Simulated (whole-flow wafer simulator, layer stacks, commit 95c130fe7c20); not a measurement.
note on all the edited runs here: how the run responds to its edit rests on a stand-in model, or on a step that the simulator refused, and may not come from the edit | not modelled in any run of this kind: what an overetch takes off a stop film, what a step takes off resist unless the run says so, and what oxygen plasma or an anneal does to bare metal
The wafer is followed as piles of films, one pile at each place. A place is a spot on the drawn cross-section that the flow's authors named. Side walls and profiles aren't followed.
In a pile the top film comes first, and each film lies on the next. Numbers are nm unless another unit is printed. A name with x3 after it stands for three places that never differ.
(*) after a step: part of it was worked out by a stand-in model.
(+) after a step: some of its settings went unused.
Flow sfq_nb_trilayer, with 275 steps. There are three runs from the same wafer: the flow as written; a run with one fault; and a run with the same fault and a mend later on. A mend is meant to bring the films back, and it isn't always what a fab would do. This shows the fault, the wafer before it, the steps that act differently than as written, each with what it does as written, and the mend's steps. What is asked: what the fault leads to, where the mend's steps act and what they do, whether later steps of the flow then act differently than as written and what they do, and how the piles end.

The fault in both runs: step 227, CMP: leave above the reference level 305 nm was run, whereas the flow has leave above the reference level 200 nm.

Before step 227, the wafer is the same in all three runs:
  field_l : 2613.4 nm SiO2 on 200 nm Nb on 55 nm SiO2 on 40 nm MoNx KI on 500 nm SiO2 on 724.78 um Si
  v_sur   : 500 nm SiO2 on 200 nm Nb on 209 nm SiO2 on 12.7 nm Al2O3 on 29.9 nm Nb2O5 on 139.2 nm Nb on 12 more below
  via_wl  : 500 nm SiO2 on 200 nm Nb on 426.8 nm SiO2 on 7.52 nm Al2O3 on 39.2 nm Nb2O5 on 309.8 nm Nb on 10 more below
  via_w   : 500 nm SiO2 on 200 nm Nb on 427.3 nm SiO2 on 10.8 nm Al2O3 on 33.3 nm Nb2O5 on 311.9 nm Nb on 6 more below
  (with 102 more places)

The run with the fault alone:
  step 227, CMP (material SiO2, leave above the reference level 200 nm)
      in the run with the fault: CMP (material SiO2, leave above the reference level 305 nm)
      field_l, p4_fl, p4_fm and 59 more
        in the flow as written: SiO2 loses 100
        in the run with the fault: nothing
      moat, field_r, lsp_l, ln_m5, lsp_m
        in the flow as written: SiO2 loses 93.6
        in the run with the fault: nothing
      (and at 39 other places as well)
  Steps further on in the flow that do not act as written (6 more steps, not shown, differ only slightly: by at most 2% or 0.5 nm, whichever is larger):
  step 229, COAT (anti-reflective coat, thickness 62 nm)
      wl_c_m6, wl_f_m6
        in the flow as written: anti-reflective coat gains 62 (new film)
        in the run with the fault: anti-reflective coat gains 60.5 (new film)
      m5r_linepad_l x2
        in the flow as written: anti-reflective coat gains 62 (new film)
        in the run with the fault: anti-reflective coat gains 64 (new film)
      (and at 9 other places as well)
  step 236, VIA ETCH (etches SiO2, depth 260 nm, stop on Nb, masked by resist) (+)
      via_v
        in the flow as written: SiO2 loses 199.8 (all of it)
        in the run with the fault: SiO2 loses 260
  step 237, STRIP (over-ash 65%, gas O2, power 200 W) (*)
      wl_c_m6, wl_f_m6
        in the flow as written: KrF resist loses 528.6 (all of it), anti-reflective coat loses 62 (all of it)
        in the run with the fault: KrF resist loses 526.7 (all of it), anti-reflective coat loses 60.5 (all of it)
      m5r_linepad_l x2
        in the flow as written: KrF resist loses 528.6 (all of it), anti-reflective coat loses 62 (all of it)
        in the run with the fault: KrF resist loses 528 (all of it), anti-reflective coat loses 64 (all of it)
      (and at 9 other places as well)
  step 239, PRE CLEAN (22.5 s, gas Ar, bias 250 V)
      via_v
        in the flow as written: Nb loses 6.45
        in the run with the fault: SiO2 loses 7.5
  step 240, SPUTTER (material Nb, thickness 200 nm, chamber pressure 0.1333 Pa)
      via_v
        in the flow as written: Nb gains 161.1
        in the run with the fault: Nb gains 146.9 (new film)
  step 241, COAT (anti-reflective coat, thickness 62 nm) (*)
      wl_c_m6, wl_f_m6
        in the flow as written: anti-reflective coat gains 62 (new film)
        in the run with the fault: anti-reflective coat gains 60.3 (new film)
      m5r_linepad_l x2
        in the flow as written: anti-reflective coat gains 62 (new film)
        in the run with the fault: anti-reflective coat gains 63.8 (new film)
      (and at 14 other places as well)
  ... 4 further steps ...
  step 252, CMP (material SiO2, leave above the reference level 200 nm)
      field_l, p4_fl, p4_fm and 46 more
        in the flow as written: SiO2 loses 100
        in the run with the fault: SiO2 loses 95
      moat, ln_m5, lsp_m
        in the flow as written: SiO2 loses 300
        in the run with the fault: SiO2 loses 288.6
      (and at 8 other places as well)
  At field_l, v_sur, via_wl and 103 more, the piles at the end differ from the flow's by more than 2% or 0.5 nm, whichever is larger.
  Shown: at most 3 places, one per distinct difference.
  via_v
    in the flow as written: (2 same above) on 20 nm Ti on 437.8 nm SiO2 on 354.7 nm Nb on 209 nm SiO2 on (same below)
    in the run with the fault: (2 same above) on 20 nm Ti on 513.3 nm SiO2 on 146.9 nm Nb on 37.3 nm SiO2 on 200 nm Nb on 209 nm SiO2 on (same below)
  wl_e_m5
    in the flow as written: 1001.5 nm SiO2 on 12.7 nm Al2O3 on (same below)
    in the run with the fault: 1106.5 nm SiO2 on 12.7 nm Al2O3 on (same below)
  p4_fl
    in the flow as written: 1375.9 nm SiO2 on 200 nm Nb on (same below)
    in the run with the fault: 1480.9 nm SiO2 on 200 nm Nb on (same below)

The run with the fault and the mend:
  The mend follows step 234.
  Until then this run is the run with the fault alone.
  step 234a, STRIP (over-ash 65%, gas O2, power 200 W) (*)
      p4_w1, p3_s2, p3_l3, p3_s3, p3_l4, p3_s4, p3_l5
        KrF resist loses 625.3 (all of it), anti-reflective coat loses 62 (all of it)
      p4_w3, p4_fr, m6r_line_l x2, m6r_space_l x2
        KrF resist loses 625.1 (all of it), anti-reflective coat loses 62 (all of it)
      be_sur, gap, jj_sur, ce_l
        KrF resist loses 623.9 (all of it), anti-reflective coat loses 61.7 (all of it)
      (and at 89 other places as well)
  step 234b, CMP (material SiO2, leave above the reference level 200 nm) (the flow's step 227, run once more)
      field_l, p4_fl, p4_fm and 59 more
        SiO2 loses 100
      v_sur, via_wl, via_w and 33 more
        SiO2 loses 105
      moat, field_r, lsp_l, ln_m5, lsp_m
        SiO2 loses 93.6
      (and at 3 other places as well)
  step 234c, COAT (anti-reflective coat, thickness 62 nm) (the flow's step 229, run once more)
      field_l, v_sur, via_wl and 103 more
        anti-reflective coat gains 62 (new film)
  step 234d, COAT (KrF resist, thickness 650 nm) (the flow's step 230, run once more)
      field_l, v_sur, via_wl and 103 more
        KrF resist gains 650 (new film)
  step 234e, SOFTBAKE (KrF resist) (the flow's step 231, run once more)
      alters no film at any place that is followed
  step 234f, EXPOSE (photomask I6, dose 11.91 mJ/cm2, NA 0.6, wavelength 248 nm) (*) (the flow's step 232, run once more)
      alters no film at any place that is followed
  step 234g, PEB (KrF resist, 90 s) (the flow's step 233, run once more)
      field_l, v_sur, via_wl and 103 more
        KrF resist loses 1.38
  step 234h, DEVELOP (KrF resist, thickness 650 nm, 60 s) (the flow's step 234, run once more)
      field_l, v_sur, via_wl and 102 more
        KrF resist loses 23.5
      via_v
        KrF resist loses 648.6 (all of it)
  None of the later steps of the flow acts differently than as written at any place that is followed.
  At every place that both follow, the piles at the end match the flow's.
